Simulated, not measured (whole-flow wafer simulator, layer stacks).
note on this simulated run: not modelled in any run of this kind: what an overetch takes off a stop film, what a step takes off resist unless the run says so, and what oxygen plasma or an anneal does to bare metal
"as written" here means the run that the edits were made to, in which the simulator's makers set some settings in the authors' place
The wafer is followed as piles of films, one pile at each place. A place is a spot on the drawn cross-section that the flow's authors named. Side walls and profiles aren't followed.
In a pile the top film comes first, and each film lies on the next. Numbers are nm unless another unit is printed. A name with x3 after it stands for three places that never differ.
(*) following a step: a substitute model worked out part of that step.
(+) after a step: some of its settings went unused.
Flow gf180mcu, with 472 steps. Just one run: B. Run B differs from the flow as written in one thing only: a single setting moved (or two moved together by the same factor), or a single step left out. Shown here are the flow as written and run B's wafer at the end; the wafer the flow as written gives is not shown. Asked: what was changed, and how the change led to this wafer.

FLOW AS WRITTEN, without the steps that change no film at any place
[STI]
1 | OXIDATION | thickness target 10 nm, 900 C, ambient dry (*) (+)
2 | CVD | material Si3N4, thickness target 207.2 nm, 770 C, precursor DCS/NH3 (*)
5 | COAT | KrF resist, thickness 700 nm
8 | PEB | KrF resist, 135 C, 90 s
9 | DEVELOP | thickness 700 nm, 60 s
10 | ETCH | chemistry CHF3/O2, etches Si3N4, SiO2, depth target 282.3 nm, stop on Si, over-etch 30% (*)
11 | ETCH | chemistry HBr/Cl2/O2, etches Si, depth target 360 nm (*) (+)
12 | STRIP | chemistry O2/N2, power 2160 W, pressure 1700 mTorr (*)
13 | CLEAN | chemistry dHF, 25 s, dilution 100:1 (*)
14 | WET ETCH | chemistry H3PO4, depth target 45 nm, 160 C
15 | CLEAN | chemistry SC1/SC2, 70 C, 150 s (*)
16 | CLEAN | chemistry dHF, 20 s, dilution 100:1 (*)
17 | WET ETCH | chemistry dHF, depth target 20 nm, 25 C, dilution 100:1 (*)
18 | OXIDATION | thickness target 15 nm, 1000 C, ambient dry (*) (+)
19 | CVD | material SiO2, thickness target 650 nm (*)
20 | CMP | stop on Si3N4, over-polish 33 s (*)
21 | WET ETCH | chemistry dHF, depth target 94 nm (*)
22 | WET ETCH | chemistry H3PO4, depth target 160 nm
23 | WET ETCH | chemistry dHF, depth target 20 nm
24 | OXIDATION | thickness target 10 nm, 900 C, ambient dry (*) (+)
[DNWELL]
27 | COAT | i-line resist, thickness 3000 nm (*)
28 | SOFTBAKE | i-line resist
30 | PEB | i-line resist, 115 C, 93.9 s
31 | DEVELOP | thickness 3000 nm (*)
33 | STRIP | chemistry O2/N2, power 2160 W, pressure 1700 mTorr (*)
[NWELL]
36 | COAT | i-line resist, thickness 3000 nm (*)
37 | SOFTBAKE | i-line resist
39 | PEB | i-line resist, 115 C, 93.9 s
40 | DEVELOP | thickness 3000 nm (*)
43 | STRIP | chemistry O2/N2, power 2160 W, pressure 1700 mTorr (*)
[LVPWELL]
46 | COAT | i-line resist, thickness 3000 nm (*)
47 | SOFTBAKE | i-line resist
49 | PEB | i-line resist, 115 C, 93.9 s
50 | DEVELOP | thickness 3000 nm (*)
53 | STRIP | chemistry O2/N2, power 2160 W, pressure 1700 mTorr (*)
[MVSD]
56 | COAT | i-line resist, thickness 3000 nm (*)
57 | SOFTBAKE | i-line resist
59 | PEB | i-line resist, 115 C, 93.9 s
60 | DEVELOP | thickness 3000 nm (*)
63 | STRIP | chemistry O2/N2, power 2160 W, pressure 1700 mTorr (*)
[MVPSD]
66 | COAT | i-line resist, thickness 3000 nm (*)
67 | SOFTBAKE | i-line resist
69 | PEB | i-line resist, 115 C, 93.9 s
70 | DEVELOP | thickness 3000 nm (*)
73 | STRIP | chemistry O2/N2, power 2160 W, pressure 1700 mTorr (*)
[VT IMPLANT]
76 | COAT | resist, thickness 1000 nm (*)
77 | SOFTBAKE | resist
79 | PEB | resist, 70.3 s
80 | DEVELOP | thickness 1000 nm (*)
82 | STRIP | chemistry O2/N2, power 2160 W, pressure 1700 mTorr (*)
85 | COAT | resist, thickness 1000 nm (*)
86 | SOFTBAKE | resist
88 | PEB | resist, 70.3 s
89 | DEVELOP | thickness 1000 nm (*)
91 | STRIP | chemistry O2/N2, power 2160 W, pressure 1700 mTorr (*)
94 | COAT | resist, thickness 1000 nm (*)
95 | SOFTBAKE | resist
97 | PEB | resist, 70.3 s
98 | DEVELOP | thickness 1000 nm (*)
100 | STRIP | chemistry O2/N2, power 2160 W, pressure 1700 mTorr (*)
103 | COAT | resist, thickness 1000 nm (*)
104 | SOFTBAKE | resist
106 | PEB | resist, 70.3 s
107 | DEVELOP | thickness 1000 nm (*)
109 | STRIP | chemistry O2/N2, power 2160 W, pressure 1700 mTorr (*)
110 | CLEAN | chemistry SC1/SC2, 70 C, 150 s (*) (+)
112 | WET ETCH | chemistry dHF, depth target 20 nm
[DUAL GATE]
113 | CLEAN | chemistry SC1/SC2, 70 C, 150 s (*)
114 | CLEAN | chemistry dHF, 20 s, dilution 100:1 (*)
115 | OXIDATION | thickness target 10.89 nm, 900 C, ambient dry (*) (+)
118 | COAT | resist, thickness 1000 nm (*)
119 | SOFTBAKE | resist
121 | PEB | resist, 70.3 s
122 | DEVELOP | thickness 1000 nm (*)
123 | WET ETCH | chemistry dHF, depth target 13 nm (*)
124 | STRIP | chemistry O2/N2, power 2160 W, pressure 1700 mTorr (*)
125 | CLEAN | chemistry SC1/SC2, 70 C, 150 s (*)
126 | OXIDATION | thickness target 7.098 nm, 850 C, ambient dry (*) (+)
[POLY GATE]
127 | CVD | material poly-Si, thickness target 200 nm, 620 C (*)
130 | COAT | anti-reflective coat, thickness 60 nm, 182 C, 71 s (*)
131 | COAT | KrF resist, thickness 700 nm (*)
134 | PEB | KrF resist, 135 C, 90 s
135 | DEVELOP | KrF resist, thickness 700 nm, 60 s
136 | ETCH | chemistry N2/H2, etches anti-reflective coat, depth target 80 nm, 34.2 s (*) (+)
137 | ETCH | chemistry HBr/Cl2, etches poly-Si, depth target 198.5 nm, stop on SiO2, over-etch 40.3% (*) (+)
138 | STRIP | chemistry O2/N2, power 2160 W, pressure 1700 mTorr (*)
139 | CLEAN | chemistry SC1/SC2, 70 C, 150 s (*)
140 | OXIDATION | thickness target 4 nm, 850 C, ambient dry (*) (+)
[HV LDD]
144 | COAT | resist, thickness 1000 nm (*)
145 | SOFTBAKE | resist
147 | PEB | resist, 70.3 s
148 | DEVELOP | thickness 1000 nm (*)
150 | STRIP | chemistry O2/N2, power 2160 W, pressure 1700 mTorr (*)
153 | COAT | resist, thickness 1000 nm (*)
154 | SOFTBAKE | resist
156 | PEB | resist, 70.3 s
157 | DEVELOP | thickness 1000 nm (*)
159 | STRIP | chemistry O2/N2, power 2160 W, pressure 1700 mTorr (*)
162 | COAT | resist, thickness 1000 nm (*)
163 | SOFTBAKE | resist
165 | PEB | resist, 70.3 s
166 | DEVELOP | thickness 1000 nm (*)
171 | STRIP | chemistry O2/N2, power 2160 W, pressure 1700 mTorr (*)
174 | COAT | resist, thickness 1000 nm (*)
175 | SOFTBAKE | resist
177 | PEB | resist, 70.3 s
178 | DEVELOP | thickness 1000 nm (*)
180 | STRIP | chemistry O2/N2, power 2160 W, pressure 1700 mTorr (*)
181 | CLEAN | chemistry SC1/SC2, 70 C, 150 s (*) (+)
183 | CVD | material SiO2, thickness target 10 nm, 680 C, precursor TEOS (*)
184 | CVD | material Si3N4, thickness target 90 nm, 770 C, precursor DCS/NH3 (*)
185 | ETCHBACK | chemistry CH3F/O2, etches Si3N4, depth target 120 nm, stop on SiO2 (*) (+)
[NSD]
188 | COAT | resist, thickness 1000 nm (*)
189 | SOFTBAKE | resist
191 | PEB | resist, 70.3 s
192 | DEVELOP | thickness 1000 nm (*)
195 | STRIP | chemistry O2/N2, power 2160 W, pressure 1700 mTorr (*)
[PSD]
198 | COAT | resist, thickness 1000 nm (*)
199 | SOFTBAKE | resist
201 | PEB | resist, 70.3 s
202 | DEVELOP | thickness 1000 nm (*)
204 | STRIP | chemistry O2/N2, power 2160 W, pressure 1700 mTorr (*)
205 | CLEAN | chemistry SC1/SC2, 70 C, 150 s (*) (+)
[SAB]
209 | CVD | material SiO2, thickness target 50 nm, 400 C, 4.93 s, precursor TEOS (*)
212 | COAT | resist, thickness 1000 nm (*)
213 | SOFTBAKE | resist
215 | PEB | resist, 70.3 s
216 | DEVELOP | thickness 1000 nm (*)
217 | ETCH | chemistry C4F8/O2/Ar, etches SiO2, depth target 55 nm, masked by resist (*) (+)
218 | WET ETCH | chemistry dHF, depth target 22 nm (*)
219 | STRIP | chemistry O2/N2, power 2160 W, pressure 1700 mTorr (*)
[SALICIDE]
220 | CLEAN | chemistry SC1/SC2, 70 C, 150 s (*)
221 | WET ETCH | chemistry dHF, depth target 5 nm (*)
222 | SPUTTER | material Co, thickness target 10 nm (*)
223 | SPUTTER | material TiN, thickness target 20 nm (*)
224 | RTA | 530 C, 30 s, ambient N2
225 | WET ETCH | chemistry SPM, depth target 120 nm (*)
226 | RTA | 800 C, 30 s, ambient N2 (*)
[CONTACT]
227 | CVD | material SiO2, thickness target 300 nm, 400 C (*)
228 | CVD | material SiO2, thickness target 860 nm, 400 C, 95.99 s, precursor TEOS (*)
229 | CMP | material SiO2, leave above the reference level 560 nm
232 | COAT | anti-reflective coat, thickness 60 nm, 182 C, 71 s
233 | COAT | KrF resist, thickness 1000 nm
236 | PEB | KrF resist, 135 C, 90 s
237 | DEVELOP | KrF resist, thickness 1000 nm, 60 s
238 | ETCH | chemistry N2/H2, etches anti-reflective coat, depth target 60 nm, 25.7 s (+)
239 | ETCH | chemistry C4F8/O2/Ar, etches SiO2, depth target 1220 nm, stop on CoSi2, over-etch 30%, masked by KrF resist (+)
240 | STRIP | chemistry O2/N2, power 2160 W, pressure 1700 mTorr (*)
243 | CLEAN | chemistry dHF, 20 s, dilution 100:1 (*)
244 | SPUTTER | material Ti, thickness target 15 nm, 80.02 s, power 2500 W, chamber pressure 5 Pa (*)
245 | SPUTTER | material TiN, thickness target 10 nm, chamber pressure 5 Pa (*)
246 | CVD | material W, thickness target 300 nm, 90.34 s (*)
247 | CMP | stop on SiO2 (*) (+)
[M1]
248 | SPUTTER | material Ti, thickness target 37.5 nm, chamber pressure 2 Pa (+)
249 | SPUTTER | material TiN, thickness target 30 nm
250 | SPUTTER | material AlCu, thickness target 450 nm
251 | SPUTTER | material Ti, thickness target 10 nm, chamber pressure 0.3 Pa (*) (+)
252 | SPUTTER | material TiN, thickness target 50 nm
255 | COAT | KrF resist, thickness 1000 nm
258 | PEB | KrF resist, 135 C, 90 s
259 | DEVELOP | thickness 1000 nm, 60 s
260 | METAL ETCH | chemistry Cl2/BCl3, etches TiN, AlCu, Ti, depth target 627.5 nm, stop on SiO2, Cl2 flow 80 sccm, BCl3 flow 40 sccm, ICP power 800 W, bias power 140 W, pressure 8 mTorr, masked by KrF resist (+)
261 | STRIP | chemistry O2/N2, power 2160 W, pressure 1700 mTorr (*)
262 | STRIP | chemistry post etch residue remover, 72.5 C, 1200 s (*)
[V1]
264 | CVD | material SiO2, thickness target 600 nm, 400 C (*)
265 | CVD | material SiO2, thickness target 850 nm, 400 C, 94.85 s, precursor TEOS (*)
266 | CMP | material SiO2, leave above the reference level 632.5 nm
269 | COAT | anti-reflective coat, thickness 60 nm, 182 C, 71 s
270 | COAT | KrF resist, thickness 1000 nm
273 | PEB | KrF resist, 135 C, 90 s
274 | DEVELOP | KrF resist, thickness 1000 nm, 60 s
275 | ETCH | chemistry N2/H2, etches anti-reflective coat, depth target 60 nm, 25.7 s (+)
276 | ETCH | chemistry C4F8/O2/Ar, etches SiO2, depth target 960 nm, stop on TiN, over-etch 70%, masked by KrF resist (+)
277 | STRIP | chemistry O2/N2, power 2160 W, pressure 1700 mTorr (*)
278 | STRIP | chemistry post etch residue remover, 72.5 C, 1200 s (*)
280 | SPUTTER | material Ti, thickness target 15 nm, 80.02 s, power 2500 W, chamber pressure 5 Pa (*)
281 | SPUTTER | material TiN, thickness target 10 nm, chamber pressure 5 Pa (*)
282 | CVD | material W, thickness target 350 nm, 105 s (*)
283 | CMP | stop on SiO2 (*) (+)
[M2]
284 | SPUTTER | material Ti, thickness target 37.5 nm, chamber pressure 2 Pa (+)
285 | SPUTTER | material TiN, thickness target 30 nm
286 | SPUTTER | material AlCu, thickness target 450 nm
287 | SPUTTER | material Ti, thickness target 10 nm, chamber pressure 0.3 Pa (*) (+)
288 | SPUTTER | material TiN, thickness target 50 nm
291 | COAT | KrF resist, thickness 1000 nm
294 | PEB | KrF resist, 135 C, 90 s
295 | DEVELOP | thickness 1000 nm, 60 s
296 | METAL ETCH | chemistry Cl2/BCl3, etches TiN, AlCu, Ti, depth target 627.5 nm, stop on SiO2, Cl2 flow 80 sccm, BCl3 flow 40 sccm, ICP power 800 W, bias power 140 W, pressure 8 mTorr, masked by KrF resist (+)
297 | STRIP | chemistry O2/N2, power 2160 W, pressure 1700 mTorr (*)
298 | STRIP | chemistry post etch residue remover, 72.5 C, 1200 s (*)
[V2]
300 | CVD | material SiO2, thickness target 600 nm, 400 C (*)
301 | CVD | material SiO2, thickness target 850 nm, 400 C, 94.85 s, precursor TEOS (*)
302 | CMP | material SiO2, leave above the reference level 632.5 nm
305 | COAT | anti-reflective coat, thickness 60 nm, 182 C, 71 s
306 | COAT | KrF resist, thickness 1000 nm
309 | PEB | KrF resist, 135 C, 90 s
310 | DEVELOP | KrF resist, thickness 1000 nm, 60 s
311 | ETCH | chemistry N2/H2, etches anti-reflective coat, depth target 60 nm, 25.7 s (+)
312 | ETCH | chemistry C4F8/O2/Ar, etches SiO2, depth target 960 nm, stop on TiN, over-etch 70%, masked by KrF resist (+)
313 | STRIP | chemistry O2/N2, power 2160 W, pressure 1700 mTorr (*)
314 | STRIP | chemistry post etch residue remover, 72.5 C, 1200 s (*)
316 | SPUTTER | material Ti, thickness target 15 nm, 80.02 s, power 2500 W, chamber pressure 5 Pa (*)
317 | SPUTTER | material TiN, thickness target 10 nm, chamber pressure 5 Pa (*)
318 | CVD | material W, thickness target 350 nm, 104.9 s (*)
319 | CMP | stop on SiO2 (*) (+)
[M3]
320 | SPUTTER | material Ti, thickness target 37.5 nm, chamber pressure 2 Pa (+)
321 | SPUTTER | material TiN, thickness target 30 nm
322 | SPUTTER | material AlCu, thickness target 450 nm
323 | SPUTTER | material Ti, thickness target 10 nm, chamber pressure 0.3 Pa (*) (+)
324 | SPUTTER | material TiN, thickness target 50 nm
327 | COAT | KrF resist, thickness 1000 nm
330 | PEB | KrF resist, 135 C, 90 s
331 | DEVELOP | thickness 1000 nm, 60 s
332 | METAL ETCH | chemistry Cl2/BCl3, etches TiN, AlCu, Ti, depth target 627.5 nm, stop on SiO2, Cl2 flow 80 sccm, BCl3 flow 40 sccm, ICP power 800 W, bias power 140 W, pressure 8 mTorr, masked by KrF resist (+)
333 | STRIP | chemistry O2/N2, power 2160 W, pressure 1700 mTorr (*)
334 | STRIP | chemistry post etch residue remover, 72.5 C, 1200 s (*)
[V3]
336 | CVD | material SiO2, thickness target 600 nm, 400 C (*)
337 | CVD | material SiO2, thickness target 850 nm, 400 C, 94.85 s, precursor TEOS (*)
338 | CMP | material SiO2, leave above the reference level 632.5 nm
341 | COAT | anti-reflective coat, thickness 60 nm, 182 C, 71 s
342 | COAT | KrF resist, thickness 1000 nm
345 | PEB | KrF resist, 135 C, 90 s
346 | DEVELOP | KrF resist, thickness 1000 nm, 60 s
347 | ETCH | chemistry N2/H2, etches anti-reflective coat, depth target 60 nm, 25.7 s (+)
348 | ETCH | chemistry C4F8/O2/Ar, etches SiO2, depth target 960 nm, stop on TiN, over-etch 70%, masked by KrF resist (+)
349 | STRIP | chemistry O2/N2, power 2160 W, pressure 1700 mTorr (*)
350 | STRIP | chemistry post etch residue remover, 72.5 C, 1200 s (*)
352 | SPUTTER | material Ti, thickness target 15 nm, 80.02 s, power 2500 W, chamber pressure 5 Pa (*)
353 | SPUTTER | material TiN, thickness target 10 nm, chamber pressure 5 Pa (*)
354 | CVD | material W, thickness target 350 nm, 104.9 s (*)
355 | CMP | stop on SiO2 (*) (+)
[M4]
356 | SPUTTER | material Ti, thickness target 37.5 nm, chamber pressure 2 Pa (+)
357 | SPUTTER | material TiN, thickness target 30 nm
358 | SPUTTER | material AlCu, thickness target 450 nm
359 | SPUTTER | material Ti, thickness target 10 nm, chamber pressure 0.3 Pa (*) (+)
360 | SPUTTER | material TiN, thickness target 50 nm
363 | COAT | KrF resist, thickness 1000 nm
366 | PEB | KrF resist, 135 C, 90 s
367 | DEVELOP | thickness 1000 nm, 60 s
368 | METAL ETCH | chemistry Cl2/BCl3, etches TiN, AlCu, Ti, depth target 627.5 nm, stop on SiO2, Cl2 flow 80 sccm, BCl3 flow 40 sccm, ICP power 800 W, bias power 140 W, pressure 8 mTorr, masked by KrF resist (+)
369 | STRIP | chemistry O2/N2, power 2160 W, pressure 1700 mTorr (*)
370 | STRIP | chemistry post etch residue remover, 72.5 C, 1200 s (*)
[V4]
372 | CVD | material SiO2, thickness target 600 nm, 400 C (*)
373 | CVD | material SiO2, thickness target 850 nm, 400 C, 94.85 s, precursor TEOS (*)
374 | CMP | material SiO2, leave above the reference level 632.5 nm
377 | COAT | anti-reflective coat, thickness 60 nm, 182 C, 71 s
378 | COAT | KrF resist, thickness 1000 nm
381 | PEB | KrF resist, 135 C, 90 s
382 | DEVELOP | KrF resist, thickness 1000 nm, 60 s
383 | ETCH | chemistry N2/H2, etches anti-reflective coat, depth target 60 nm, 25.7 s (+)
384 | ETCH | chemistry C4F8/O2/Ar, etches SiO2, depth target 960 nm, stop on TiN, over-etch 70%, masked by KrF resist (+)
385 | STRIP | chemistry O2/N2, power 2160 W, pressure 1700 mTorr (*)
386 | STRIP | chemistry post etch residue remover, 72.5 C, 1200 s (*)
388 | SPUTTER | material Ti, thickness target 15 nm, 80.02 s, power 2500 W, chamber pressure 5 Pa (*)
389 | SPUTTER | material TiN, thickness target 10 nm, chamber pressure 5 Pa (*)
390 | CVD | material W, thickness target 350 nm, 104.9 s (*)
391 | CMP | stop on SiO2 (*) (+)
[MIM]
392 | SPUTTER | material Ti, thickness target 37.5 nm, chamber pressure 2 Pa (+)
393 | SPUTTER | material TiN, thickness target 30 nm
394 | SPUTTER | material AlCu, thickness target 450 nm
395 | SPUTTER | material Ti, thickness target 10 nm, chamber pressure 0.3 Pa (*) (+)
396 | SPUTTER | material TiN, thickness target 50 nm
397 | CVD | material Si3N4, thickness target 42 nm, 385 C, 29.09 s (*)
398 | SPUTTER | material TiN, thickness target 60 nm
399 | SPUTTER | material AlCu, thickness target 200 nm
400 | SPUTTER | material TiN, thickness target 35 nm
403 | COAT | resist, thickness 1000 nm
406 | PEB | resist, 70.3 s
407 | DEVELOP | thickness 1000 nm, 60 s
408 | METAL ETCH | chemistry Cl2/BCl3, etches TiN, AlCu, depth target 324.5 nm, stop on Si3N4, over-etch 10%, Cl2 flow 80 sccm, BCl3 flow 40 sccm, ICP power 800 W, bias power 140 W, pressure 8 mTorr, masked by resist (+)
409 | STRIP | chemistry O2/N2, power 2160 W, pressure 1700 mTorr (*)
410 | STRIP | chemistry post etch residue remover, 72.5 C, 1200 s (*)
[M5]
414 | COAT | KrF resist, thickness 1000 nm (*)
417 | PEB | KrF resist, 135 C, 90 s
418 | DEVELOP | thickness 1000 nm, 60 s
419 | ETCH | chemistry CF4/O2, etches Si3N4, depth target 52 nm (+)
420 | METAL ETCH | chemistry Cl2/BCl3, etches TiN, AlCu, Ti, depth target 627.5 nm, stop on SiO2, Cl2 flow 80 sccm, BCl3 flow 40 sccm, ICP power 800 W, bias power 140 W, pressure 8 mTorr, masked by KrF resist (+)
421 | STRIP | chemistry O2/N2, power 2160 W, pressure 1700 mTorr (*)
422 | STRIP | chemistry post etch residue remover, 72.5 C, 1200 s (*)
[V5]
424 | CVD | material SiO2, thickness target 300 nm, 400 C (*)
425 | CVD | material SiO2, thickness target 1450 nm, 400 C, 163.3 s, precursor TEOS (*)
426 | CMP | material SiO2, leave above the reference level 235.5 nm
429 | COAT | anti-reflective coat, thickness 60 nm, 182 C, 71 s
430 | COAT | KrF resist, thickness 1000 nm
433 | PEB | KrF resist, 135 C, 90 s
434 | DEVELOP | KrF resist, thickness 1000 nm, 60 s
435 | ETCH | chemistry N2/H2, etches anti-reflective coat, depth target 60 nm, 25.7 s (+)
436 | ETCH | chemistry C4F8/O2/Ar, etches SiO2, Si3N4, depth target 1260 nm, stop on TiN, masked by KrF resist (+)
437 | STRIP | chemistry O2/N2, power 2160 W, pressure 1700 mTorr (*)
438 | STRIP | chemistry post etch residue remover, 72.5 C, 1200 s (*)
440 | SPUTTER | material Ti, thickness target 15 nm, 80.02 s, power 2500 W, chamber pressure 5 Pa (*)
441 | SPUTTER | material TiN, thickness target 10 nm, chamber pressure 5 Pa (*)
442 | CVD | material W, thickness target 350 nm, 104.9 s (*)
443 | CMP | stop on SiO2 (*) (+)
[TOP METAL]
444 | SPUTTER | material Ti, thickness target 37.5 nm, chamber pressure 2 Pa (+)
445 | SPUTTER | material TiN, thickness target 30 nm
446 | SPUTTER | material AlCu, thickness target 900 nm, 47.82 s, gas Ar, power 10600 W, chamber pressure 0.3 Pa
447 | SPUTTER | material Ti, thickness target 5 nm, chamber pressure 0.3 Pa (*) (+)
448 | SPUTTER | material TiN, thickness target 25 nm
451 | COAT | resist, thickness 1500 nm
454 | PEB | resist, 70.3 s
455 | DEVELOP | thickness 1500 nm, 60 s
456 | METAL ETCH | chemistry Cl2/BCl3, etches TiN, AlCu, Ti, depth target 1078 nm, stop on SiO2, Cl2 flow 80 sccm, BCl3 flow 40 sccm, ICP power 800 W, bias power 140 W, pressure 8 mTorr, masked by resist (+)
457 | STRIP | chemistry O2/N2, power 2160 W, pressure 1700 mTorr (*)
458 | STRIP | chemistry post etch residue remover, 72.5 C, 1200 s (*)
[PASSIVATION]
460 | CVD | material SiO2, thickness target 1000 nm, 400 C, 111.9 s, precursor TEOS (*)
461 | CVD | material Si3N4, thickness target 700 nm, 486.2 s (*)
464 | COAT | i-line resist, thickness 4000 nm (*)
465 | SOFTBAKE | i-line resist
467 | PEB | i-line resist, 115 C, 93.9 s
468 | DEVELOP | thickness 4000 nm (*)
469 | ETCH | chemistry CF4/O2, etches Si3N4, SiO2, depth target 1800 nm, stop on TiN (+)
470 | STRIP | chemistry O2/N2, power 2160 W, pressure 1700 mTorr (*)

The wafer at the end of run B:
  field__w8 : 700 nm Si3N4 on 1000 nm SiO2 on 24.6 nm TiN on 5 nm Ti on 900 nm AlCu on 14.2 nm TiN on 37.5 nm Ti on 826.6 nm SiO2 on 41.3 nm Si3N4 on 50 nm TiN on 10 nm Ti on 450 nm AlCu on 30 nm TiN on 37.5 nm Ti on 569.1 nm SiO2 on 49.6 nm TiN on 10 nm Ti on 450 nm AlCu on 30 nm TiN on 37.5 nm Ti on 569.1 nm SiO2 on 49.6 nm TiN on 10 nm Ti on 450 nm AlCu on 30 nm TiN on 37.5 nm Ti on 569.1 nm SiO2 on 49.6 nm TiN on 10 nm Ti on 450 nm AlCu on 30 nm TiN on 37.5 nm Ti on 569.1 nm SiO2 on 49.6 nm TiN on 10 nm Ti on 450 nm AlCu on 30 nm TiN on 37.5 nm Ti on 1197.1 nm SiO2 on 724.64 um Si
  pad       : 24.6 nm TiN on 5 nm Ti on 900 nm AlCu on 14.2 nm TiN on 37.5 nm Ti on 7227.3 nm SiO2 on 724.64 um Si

The reason: step 445, SPUTTER: thickness target 14.2 nm was run, though the flow has thickness target 30 nm.
The wafer itself shows it: field__w8 has TiN 14.2, and step 445 as written asks for 30 nm.

How this came from the change, step by step:
  445 | SPUTTER | material TiN, thickness target 30 nm
      field, field__w1, field__w2 and 109 more: +14.2 TiN (new film) (it would be, as written: +30 TiN (new film))
  456 | METAL ETCH | chemistry Cl2/BCl3, etches TiN, AlCu, Ti, depth target 1078 nm, stop on SiO2, Cl2 flow 80 sccm, BCl3 flow 40 sccm, ICP power 800 W, bias power 140 W, pressure 8 mTorr, masked by resist (+)
      field, field__w1, field__w2 and 103 more: -25 TiN (all of it), -5 Ti (all of it), -900 AlCu (all of it), -14.2 TiN (all of it), -37.5 Ti (all of it) (it would be, as written: -25 TiN (all of it), -5 Ti (all of it), -900 AlCu (all of it), -30 TiN (all of it), -37.5 Ti (all of it))
  465 | SOFTBAKE | i-line resist
      ld_acc_p, ld_fp_p, ld_drift_p: +33 i-line resist (it would be, as written: +33.8 i-line resist)
      field__w11, field__w13: +36.7 i-line resist (it would be, as written: +37.6 i-line resist)
      (also at 58 further places)
